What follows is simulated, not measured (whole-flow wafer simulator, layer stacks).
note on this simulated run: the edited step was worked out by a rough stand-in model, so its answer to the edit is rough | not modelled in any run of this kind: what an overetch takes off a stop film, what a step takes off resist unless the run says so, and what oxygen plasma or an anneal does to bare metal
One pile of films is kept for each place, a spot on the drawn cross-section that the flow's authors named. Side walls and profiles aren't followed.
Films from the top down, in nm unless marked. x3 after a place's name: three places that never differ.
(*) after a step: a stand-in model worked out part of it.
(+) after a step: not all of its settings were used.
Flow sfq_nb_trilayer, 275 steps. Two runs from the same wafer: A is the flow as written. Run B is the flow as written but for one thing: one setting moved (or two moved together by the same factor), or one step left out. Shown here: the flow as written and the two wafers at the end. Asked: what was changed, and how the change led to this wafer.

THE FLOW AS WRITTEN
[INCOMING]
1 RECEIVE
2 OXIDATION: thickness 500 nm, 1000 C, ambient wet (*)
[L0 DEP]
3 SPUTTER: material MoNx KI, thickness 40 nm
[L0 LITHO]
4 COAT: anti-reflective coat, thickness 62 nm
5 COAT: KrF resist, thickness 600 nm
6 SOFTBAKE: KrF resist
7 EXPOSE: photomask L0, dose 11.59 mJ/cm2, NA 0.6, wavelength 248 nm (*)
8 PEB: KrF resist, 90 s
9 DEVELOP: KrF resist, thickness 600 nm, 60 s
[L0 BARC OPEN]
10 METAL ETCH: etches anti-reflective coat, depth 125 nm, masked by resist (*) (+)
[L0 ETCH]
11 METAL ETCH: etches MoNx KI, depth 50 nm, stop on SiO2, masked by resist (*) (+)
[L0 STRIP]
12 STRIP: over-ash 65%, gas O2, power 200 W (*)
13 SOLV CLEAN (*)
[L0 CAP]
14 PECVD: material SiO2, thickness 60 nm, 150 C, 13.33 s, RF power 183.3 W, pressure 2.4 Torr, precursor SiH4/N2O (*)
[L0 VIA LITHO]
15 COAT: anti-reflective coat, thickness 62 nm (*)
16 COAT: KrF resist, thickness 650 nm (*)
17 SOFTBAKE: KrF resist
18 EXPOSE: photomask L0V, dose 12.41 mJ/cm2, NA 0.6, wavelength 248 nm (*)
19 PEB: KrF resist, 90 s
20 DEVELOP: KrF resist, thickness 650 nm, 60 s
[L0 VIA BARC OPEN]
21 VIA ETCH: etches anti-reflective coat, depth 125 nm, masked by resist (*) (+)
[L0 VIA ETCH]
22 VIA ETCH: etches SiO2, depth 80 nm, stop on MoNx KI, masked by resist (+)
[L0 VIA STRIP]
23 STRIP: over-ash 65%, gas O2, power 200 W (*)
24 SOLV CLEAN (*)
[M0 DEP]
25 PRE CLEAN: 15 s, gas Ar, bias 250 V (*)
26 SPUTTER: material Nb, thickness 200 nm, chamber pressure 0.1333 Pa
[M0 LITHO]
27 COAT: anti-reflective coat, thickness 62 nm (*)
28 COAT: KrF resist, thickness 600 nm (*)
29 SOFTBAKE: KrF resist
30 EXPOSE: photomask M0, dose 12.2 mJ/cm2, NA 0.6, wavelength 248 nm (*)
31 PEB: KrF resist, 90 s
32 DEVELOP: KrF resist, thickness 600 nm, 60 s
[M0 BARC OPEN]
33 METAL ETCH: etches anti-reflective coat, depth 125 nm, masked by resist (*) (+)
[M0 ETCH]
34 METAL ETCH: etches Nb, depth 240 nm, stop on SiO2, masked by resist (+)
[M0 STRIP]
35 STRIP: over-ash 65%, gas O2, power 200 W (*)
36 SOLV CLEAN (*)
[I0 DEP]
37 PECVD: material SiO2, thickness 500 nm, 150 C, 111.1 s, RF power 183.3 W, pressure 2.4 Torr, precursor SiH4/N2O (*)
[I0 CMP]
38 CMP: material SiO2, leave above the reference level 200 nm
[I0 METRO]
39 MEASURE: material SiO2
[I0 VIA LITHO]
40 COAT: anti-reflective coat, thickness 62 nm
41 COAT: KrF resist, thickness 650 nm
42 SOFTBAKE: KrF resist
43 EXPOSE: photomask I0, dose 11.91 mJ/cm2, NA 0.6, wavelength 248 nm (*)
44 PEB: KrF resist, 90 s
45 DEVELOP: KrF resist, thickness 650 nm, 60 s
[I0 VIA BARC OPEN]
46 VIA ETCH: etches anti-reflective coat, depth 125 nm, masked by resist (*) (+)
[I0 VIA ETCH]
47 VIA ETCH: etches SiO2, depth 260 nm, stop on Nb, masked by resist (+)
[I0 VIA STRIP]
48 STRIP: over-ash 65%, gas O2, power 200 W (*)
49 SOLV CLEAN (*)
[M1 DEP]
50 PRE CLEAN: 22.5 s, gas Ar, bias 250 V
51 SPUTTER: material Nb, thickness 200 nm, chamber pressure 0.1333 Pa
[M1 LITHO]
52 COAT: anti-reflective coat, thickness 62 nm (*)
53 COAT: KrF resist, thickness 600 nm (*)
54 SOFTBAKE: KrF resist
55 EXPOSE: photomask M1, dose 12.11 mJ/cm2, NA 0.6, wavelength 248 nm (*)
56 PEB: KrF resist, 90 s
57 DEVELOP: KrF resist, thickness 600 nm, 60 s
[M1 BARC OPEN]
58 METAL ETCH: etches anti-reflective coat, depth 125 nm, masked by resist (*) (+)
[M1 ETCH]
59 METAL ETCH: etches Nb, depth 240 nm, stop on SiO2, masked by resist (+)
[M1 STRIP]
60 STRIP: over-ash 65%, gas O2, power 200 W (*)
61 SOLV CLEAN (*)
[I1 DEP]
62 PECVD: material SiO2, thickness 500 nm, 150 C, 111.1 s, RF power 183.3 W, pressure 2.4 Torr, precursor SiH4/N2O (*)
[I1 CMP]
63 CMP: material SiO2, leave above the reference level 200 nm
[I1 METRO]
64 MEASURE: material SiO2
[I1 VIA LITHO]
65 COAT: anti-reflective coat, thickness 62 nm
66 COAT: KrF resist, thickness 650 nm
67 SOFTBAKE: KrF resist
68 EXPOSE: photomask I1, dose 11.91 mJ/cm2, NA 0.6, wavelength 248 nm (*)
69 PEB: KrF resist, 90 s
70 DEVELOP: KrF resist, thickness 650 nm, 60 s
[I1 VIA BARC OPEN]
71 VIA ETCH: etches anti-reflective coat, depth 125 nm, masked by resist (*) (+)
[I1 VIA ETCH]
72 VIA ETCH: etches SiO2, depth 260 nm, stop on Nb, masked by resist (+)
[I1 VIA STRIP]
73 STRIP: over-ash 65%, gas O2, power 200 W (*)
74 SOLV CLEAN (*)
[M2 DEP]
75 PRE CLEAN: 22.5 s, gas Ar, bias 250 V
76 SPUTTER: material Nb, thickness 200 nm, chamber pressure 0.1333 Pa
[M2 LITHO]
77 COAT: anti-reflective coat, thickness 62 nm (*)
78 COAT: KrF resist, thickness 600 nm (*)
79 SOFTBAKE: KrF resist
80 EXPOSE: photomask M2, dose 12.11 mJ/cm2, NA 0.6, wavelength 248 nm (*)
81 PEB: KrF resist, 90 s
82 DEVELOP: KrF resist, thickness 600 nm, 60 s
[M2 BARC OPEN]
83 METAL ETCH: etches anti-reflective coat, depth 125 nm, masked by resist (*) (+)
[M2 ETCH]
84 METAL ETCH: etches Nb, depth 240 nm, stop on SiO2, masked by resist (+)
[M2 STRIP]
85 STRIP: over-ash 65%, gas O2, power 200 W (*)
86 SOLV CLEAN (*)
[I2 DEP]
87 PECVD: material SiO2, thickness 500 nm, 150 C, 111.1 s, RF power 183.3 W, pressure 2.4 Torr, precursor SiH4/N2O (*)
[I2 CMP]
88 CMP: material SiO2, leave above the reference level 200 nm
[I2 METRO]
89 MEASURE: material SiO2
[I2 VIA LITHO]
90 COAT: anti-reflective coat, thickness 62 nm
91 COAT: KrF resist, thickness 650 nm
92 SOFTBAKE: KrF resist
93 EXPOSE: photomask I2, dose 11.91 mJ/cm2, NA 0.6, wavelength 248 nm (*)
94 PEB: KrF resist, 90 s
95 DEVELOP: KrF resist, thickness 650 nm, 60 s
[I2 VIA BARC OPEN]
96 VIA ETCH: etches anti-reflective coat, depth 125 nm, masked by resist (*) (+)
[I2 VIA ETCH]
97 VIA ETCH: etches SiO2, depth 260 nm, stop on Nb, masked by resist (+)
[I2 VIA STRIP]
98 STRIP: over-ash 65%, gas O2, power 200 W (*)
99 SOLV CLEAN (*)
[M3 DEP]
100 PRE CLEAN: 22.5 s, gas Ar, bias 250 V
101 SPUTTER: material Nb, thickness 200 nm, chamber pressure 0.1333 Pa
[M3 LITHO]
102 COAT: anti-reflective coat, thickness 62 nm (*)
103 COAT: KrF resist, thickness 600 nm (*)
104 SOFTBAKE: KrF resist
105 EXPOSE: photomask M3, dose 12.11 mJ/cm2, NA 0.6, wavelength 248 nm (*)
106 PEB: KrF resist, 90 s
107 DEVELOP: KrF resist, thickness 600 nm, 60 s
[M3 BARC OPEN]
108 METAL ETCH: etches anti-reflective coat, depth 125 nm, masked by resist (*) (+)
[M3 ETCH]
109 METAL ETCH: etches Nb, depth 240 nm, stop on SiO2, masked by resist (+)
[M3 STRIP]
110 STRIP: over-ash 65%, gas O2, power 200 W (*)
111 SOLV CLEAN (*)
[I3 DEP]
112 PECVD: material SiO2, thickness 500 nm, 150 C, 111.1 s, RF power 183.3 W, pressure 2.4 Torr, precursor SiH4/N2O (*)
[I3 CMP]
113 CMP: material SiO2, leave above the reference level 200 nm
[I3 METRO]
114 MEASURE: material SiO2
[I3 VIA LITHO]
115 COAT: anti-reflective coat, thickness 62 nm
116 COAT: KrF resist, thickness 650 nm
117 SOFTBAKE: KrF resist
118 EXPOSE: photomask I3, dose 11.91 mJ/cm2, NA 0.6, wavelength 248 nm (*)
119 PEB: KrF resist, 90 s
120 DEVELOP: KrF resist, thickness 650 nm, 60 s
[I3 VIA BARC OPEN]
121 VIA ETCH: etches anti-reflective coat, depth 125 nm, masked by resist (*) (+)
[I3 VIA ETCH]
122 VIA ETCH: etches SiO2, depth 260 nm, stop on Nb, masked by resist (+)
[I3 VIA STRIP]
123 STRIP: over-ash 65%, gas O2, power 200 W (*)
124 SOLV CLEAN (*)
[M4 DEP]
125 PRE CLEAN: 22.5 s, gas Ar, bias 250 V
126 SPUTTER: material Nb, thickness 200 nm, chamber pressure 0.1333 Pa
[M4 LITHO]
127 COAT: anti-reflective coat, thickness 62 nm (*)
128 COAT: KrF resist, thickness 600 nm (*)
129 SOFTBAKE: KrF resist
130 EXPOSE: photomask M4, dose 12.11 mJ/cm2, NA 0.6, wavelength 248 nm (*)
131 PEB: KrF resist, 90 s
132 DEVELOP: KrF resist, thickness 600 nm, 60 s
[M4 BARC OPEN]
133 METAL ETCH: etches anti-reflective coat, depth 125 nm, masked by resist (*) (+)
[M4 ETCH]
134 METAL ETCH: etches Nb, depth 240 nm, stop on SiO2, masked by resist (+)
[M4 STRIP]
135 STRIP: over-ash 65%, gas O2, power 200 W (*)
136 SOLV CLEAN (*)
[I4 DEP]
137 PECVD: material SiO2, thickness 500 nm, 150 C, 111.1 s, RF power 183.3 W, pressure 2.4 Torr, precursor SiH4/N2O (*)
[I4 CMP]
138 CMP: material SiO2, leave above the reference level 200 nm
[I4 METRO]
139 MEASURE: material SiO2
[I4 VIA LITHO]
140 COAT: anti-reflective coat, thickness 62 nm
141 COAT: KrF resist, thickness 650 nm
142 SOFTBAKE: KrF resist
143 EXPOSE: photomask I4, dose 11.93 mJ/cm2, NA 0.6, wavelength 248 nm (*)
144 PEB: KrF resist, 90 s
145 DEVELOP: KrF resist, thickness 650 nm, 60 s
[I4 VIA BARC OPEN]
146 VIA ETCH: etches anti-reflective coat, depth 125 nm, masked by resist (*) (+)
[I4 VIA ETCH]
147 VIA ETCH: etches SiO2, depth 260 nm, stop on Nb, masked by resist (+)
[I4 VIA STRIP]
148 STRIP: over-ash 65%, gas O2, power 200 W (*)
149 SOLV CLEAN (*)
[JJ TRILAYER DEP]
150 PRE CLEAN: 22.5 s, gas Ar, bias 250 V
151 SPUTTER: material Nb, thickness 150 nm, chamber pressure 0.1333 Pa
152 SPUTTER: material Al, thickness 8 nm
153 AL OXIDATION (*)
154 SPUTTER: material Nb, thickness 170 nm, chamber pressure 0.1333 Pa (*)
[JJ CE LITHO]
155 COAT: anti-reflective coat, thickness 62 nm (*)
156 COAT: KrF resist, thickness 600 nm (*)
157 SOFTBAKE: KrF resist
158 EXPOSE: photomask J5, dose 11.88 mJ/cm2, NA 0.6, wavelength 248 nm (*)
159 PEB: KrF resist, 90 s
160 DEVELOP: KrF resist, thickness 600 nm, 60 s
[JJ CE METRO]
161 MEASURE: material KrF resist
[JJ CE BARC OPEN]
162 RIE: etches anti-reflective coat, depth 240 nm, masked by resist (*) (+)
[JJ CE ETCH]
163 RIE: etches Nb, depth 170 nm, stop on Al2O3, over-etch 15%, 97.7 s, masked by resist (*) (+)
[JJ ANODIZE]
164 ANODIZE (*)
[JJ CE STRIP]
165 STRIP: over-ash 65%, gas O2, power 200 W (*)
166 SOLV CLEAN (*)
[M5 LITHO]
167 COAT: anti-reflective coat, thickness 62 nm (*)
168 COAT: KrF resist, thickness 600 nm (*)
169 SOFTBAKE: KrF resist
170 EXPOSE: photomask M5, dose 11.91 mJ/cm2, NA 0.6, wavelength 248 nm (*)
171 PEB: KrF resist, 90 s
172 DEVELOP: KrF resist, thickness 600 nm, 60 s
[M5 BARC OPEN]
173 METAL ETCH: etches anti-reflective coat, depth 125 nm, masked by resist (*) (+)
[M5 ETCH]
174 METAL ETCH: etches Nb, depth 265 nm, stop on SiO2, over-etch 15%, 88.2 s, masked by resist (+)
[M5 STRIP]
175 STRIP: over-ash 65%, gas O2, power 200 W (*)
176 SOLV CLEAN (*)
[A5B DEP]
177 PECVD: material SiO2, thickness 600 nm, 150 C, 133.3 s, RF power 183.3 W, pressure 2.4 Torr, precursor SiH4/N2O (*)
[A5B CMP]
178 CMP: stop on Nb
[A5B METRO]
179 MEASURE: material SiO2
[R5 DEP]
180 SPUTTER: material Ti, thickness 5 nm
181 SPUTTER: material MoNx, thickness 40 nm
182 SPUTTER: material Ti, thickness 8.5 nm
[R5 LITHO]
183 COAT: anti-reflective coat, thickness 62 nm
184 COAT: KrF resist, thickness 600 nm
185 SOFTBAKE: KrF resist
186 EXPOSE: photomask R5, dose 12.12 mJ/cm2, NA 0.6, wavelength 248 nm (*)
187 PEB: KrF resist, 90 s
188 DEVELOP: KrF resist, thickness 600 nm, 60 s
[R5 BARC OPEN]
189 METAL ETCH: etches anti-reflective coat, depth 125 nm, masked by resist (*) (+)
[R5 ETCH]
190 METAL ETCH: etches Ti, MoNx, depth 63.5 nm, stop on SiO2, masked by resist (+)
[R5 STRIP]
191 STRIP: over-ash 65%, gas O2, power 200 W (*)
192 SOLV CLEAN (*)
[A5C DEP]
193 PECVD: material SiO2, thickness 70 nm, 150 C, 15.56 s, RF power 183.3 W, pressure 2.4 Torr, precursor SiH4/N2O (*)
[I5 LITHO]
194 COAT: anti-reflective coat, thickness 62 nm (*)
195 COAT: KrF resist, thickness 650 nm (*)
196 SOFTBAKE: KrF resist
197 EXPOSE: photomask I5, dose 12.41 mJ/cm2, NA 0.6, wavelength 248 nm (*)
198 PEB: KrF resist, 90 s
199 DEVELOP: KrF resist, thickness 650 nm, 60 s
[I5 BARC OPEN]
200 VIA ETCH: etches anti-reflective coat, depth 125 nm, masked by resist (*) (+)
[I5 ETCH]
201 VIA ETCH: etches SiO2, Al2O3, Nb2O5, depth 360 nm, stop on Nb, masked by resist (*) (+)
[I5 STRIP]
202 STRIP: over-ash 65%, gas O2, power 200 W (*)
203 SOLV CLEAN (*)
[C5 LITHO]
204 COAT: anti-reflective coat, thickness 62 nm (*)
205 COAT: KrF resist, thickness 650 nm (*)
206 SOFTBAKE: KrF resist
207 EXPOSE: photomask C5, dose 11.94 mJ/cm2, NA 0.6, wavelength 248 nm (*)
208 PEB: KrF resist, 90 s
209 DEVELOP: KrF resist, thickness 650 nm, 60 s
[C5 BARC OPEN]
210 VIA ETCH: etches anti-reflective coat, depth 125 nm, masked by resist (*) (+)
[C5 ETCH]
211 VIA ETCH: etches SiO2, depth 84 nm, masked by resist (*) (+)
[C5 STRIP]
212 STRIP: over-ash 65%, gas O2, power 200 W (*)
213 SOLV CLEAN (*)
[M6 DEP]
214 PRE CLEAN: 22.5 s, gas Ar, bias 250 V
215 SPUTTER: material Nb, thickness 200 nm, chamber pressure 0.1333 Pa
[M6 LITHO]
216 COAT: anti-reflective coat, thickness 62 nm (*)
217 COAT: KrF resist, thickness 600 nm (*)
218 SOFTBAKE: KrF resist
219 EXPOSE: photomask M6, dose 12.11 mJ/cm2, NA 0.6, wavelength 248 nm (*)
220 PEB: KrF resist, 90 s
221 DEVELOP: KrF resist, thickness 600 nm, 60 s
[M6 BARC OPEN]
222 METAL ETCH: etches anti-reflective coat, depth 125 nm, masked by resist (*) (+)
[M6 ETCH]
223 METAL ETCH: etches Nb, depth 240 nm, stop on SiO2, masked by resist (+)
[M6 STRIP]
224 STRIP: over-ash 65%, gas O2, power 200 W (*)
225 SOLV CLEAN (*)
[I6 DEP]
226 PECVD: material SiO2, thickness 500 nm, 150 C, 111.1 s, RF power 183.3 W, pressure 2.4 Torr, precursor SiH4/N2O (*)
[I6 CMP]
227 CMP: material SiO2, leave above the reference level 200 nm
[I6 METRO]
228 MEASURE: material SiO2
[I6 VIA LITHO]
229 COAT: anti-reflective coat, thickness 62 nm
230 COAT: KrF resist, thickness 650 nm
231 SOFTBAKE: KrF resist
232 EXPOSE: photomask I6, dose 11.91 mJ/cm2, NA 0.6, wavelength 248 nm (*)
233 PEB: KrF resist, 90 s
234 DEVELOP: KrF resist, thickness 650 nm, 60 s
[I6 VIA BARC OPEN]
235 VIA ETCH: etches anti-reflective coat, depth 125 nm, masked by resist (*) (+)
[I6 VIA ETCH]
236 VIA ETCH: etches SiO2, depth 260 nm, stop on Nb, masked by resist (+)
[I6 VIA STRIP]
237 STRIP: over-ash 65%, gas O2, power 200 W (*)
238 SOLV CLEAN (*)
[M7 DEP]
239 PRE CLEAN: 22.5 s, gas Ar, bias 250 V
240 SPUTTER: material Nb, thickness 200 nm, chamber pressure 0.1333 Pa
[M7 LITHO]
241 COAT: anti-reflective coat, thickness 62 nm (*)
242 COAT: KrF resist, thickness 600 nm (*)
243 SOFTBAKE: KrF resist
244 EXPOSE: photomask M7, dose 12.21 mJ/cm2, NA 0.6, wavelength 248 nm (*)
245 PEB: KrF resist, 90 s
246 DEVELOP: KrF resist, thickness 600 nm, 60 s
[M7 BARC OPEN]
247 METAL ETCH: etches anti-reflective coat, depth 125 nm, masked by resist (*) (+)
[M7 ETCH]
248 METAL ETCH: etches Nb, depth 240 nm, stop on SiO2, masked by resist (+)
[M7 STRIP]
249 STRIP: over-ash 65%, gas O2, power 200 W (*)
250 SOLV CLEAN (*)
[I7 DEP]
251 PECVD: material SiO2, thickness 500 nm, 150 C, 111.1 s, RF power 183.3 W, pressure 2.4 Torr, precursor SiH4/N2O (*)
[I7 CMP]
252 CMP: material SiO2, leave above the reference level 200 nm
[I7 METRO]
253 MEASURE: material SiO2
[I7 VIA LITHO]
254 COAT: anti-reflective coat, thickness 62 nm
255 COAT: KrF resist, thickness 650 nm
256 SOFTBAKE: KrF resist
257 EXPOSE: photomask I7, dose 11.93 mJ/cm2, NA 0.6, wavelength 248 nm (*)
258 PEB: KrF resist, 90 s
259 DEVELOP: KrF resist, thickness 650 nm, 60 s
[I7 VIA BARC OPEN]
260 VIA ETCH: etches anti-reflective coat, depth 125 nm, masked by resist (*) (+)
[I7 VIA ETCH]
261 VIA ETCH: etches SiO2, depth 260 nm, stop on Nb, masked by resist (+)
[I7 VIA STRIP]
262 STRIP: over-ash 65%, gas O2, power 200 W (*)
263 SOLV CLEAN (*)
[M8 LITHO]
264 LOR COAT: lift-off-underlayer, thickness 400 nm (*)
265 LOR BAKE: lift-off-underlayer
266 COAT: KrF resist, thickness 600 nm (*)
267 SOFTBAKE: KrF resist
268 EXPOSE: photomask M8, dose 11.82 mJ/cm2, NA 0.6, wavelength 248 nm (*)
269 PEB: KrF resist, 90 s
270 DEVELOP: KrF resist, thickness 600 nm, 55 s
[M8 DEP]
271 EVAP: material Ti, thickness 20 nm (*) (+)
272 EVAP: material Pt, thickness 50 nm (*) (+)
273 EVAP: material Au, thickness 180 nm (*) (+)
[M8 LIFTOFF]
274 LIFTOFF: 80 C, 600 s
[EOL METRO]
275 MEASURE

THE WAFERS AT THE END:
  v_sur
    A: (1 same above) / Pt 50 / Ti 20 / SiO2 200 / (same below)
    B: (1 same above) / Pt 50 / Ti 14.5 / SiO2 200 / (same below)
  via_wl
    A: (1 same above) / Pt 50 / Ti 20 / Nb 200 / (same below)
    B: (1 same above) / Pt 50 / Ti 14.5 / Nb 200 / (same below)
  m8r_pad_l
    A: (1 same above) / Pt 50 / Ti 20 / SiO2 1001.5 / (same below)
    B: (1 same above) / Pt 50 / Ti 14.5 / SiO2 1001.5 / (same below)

The cause: step 271, EVAP: thickness 14.5 nm was run, where the flow has thickness 20 nm.
It can be read off the wafer: v_sur has Ti 14.5, and step 271 as written asks for 20 nm.

How the change led to this, step by step:
  271 EVAP: material Ti, thickness 20 nm (*) (+)
      field_l, v_sur, via_wl and 103 more: A Ti +20 (new film) | B Ti +14.5 (new film)
  274 LIFTOFF: 80 C, 600 s
      p4_fl, p4_fm, p4_w1 and 71 more: A Au -180 (all of it), Pt -50 (all of it), Ti -20 (all of it), KrF resist -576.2 (all of it), lift-off-underlayer -400 (all of it) | B Au -180 (all of it), Pt -50 (all of it), Ti -14.5 (all of it), KrF resist -576.2 (all of it), lift-off-underlayer -400 (all of it)
      c5j, ce_r: A Au -180 (all of it), Pt -50 (all of it), Ti -20 (all of it), KrF resist -573.3 (all of it), lift-off-underlayer -399.3 (all of it) | B Au -180 (all of it), Pt -50 (all of it), Ti -14.5 (all of it), KrF resist -573.3 (all of it), lift-off-underlayer -399.3 (all of it)
      (and at 19 more places)
